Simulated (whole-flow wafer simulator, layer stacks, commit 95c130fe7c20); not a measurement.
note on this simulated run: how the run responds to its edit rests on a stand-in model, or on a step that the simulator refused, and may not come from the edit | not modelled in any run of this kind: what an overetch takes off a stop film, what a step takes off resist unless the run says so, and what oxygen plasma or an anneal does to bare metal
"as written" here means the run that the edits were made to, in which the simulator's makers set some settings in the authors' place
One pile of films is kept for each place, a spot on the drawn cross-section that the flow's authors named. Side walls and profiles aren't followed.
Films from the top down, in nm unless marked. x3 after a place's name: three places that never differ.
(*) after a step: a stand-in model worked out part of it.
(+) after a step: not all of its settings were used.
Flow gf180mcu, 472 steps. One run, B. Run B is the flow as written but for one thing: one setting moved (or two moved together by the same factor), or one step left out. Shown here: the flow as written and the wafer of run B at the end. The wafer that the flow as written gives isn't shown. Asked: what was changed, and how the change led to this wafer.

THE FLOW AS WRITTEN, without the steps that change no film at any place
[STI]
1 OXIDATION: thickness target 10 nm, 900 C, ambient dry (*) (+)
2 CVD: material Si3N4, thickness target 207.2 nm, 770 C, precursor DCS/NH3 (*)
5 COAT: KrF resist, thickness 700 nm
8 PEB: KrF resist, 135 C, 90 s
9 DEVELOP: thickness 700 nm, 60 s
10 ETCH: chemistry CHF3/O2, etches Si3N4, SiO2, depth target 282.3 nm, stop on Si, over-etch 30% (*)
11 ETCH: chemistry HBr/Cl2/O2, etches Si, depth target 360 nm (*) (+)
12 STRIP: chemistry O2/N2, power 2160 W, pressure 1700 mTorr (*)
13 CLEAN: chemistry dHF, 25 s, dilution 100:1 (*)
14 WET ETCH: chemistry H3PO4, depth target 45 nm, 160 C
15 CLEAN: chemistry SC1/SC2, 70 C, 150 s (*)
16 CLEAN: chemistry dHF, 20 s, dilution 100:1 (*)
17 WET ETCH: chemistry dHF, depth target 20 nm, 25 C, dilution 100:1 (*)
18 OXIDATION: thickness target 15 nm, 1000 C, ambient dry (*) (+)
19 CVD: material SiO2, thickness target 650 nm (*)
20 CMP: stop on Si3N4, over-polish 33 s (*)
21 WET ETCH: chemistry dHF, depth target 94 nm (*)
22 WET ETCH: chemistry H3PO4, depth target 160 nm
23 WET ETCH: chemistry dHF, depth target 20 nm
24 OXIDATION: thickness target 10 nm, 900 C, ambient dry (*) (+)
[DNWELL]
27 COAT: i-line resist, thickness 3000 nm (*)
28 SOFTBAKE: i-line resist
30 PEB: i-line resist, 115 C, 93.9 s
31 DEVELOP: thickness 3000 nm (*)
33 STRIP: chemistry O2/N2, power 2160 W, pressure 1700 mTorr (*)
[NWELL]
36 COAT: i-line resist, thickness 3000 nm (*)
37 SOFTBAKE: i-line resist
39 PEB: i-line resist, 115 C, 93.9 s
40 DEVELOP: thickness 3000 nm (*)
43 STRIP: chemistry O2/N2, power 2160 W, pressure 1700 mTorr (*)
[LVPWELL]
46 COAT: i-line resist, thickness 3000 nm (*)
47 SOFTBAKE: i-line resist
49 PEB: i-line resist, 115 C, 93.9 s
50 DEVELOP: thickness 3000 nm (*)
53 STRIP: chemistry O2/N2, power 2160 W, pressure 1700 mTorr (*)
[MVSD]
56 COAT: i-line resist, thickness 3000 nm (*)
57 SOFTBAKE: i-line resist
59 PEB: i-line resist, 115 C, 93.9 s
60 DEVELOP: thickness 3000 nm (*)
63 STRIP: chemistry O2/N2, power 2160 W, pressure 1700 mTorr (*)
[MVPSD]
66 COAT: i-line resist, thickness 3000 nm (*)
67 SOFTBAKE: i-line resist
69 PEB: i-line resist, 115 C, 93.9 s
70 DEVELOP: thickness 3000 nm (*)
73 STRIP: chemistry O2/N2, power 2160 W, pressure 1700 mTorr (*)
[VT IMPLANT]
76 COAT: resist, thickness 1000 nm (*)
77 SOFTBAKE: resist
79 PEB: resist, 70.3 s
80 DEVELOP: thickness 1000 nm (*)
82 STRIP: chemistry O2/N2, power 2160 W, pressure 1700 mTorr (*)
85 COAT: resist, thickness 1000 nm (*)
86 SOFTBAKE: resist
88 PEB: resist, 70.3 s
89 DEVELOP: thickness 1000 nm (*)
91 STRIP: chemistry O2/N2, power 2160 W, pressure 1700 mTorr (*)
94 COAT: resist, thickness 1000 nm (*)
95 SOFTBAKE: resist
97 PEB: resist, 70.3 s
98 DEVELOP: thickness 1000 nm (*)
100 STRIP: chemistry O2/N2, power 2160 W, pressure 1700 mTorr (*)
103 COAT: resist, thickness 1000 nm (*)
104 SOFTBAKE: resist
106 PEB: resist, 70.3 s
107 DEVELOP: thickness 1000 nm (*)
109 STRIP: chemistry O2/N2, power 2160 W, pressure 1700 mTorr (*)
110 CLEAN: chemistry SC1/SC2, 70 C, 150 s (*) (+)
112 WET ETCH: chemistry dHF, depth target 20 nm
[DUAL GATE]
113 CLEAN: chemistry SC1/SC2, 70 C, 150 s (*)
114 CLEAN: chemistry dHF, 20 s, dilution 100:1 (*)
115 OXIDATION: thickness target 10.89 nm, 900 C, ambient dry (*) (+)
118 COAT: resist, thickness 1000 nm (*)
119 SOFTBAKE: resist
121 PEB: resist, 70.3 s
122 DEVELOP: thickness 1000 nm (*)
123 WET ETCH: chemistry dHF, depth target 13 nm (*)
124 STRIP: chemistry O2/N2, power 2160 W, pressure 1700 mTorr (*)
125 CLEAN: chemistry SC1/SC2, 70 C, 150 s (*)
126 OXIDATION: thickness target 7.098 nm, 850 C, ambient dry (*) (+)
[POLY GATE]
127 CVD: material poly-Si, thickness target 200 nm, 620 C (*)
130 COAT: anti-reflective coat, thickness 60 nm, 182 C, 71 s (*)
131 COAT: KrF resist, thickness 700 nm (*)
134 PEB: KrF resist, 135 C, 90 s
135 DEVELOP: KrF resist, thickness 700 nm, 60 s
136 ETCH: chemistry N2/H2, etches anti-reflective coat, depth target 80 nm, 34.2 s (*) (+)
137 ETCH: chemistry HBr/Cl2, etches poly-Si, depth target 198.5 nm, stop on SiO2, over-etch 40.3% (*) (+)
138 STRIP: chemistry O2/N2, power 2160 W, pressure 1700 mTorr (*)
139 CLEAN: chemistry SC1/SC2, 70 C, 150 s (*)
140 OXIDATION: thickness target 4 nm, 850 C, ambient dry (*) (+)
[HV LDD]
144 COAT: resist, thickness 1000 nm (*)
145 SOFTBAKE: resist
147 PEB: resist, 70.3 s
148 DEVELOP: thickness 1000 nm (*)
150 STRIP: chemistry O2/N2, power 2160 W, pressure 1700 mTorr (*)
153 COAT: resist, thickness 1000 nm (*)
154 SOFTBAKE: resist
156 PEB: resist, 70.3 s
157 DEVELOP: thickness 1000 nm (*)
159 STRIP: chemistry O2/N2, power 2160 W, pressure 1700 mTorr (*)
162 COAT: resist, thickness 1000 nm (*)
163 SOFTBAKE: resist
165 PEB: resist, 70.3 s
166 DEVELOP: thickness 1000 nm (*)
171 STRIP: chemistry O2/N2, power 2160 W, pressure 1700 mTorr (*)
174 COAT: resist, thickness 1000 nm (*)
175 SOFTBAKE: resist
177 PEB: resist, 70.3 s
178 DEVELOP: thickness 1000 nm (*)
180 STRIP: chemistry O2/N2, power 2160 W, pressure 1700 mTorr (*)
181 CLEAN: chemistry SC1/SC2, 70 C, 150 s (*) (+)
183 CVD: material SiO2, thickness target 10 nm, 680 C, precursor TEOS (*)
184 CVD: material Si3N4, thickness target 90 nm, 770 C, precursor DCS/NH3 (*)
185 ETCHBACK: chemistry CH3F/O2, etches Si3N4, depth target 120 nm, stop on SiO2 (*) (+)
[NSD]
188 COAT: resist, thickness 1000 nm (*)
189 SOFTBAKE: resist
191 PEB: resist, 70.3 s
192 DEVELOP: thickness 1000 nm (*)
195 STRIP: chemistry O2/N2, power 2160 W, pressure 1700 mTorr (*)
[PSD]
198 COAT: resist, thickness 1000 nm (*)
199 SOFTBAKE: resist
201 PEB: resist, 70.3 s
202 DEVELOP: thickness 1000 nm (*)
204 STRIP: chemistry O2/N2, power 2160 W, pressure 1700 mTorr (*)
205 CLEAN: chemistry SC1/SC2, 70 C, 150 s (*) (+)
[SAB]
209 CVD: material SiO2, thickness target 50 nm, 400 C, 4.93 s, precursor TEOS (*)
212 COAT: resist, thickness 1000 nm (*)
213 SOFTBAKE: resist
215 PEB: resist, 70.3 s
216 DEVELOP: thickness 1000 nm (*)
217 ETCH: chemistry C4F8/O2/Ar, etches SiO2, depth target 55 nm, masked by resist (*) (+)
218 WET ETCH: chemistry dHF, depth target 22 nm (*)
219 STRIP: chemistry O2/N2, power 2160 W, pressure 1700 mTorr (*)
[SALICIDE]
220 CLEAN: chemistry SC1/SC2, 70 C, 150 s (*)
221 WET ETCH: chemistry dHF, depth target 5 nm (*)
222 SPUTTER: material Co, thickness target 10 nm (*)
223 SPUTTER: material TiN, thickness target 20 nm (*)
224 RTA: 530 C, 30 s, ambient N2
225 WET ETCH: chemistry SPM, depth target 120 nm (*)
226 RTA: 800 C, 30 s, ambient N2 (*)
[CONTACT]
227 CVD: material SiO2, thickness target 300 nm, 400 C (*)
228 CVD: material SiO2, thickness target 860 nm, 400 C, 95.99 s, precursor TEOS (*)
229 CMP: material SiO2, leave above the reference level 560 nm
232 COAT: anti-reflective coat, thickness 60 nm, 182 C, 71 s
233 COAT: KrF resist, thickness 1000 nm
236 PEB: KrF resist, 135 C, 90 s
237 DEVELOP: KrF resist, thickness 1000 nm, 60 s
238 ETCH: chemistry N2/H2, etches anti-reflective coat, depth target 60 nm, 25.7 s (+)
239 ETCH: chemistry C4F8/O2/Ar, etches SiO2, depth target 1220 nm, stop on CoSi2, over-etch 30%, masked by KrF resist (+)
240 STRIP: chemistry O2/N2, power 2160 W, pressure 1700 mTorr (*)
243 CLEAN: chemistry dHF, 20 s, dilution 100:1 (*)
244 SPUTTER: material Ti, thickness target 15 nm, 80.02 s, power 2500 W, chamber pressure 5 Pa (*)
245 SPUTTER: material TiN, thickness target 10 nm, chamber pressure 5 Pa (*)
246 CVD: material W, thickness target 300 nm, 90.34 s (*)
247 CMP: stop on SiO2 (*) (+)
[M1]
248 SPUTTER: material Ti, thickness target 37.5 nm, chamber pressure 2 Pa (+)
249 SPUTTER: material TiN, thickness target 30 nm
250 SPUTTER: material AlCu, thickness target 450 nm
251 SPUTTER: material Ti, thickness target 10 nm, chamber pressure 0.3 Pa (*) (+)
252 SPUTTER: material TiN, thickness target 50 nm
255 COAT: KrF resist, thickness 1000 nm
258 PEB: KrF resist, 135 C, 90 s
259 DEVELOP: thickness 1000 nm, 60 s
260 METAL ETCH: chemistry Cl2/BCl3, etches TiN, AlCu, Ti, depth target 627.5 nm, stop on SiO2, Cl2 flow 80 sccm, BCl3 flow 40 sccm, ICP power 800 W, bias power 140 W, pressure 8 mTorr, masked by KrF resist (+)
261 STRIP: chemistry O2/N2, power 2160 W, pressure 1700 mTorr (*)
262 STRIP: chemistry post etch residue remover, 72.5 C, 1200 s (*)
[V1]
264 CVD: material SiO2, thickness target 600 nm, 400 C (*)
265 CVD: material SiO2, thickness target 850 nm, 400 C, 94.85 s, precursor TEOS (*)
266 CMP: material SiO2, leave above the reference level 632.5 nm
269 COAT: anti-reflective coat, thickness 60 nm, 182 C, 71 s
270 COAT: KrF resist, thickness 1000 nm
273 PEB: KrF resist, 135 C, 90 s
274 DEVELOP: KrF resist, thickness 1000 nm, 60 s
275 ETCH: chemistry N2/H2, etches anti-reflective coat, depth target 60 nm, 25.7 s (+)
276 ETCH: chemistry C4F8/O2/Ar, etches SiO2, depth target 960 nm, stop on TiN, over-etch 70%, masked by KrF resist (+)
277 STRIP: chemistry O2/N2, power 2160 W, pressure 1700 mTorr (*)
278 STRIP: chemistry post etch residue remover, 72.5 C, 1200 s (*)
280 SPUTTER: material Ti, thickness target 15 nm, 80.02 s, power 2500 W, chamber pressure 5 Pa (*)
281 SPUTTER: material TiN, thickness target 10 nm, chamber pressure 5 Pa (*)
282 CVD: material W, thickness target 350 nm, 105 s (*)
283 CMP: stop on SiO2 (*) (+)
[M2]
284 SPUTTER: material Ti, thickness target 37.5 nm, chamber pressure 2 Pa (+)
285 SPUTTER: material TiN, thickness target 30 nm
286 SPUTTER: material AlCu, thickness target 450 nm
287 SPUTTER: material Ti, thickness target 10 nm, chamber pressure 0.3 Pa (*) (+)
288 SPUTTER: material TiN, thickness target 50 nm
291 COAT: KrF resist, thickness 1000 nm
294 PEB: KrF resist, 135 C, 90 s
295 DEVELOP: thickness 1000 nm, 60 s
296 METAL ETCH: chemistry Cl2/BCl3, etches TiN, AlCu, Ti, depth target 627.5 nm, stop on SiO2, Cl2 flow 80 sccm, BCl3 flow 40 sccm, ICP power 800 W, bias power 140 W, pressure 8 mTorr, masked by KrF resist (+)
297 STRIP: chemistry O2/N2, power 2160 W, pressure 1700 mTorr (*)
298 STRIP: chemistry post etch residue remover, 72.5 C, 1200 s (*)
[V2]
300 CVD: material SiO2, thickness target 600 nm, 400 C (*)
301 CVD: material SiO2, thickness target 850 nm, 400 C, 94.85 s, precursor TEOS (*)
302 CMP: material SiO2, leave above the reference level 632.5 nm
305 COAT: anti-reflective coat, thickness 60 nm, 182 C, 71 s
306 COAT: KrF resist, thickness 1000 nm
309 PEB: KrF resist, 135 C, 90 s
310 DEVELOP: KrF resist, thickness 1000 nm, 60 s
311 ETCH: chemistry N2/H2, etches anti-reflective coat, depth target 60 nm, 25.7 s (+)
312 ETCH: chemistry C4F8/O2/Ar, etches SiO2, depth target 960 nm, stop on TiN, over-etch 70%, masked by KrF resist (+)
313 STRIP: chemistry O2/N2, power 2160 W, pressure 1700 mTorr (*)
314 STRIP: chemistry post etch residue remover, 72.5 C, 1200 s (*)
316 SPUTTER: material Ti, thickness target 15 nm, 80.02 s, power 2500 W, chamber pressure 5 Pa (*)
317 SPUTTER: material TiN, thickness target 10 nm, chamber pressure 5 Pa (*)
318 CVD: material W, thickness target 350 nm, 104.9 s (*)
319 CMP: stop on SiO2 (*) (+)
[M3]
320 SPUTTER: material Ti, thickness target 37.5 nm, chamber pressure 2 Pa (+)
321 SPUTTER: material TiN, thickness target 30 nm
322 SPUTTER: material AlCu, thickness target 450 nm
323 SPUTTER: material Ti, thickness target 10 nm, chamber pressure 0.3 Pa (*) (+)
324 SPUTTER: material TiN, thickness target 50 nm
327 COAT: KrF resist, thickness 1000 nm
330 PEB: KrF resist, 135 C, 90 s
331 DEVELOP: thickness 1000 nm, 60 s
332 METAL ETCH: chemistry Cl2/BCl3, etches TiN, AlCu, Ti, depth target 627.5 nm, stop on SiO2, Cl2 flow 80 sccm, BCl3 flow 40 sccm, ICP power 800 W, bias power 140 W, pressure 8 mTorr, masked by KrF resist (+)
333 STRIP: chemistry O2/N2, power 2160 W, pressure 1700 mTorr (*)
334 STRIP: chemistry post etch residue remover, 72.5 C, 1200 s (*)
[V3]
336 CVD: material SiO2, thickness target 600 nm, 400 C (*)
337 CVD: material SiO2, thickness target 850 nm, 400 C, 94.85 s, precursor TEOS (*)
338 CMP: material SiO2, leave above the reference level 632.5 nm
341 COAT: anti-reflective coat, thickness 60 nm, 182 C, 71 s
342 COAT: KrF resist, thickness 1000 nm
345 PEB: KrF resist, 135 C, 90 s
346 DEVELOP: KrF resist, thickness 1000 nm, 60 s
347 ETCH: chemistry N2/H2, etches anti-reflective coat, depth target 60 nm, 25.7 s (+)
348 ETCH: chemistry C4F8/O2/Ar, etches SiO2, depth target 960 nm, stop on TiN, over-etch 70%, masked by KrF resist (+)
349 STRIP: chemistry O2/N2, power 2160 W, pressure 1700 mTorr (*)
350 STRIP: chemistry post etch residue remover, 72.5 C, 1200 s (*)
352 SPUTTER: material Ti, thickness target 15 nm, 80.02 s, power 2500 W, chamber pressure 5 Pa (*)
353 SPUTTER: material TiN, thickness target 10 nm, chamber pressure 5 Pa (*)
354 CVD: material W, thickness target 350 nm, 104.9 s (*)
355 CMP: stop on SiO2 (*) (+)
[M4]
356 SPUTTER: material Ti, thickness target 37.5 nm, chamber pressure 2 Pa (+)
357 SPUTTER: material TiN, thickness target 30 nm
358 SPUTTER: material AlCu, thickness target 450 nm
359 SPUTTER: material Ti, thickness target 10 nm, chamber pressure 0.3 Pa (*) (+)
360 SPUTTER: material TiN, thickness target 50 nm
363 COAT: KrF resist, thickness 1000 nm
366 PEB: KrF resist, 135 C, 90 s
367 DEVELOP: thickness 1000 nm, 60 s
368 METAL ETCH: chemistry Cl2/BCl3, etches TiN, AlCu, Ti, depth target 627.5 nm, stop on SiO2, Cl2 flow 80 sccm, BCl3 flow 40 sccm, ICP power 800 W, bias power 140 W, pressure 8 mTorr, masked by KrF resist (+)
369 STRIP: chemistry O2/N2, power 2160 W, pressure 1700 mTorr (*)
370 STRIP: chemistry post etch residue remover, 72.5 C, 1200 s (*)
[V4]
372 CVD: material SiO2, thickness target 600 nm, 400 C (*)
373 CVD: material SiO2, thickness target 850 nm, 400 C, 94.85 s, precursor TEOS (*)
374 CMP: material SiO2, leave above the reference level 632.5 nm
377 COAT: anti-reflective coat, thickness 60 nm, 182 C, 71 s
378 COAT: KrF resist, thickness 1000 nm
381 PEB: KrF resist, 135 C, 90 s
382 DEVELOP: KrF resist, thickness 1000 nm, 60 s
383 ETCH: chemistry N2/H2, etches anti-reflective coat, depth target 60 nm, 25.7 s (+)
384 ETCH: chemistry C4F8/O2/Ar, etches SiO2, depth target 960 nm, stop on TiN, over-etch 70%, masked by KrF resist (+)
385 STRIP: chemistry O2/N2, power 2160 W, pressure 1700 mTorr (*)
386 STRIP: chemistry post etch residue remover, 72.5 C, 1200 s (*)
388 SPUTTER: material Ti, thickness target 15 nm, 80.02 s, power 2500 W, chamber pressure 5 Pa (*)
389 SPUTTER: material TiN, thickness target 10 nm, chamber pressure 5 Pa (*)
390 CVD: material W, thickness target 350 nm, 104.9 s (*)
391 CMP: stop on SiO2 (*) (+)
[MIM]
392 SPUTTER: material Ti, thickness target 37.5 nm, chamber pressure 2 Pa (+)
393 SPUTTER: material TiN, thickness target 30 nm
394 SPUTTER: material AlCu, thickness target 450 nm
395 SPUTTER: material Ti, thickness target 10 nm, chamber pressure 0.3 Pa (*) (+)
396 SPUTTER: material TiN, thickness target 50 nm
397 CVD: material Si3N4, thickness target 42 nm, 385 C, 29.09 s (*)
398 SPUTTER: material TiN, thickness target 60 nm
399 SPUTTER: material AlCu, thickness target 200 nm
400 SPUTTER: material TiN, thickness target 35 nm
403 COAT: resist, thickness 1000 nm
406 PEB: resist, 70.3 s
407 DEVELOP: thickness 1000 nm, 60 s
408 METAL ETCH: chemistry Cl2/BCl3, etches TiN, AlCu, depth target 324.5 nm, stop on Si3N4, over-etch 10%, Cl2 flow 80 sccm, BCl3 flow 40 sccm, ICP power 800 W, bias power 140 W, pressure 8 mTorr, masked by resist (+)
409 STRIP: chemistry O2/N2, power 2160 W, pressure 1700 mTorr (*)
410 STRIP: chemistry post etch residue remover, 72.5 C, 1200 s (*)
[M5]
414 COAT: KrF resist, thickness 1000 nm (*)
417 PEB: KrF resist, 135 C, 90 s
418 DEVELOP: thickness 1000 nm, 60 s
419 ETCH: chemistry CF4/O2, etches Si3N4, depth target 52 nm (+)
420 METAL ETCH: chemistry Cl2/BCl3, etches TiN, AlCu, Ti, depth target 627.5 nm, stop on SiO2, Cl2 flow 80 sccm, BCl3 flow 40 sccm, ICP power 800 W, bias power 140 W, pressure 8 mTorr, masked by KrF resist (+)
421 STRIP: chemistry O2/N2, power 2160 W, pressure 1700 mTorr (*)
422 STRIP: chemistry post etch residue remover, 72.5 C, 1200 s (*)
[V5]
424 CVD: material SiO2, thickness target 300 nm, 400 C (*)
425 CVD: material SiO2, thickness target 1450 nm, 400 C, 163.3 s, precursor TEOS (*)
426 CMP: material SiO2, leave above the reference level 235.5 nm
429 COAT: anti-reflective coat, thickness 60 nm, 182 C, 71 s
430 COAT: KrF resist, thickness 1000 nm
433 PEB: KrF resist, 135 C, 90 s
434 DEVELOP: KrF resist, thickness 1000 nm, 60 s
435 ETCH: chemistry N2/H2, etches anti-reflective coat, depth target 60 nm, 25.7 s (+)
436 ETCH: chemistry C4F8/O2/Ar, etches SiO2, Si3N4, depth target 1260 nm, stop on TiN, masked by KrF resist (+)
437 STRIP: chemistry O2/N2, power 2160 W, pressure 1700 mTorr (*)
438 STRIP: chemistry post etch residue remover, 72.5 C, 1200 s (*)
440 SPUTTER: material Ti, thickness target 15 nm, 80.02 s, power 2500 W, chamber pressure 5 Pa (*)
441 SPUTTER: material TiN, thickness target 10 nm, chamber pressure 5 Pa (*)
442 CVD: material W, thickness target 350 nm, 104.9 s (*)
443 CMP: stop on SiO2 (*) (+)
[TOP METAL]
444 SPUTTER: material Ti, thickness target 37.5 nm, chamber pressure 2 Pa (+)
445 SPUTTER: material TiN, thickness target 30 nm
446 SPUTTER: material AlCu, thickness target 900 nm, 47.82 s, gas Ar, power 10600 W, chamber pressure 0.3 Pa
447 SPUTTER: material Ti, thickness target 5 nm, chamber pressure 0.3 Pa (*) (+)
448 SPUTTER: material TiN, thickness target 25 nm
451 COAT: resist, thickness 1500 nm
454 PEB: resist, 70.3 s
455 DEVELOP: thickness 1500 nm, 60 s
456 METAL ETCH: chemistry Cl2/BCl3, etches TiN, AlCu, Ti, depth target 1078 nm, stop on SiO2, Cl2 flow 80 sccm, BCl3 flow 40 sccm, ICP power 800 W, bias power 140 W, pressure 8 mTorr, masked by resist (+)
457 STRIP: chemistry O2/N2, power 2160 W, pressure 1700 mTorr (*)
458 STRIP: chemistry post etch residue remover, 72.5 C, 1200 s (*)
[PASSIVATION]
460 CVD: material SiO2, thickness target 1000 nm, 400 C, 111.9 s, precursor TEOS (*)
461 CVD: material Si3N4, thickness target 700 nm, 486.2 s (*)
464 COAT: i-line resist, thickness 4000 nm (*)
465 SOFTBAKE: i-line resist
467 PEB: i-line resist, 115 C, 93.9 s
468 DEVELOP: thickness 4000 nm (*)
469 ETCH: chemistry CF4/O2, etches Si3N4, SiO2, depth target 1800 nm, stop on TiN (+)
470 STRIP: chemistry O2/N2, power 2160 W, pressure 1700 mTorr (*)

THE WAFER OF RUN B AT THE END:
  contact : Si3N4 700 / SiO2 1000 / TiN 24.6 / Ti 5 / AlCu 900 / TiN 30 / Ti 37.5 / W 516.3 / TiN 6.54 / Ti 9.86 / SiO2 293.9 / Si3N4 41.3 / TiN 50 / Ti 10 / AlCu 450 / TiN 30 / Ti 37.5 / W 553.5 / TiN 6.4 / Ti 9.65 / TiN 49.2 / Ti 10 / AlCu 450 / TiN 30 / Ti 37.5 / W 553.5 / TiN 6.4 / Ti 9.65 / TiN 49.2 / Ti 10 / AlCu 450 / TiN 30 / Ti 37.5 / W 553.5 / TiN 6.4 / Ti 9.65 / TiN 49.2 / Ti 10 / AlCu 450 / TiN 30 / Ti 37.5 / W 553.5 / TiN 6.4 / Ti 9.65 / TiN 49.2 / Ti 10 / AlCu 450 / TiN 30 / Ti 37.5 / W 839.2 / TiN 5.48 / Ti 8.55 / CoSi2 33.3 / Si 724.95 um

The cause: step 436, ETCH: depth target 536 nm was run, where the flow has depth target 1260 nm.

How the change led to this, step by step:
  436 ETCH: chemistry C4F8/O2/Ar, etches SiO2, Si3N4, depth target 1260 nm, stop on TiN, masked by KrF resist (+)
      contact: SiO2 -536 (as written it would be: SiO2 -829.9 (all of it), Si3N4 -41.3 (all of it))
      field, field__w1, field__w2 and 108 more: KrF resist -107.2 (as written it would be: KrF resist -252)
  437 STRIP: chemistry O2/N2, power 2160 W, pressure 1700 mTorr (*)
      field, field__w1, field__w2 and 108 more: KrF resist -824 (all of it), anti-reflective coat -60 (all of it) (as written it would be: KrF resist -679.2 (all of it), anti-reflective coat -60 (all of it))
  440 SPUTTER: material Ti, thickness target 15 nm, 80.02 s, power 2500 W, chamber pressure 5 Pa (*)
      contact: Ti +9.86 (new film) (as written it would be: Ti +8.12 (new film))
  441 SPUTTER: material TiN, thickness target 10 nm, chamber pressure 5 Pa (*)
      contact: TiN +6.54 (new film) (as written it would be: TiN +5.38 (new film))
  442 CVD: material W, thickness target 350 nm, 104.9 s (*)
      contact: W +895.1 (new film) (as written it would be: W +1233.6 (new film))
Counting metal films that touch as one body, contact has 2 bodies (between them, from the top down: SiO2 293.9 / Si3N4 41.3); the flow as written gives 1 body.
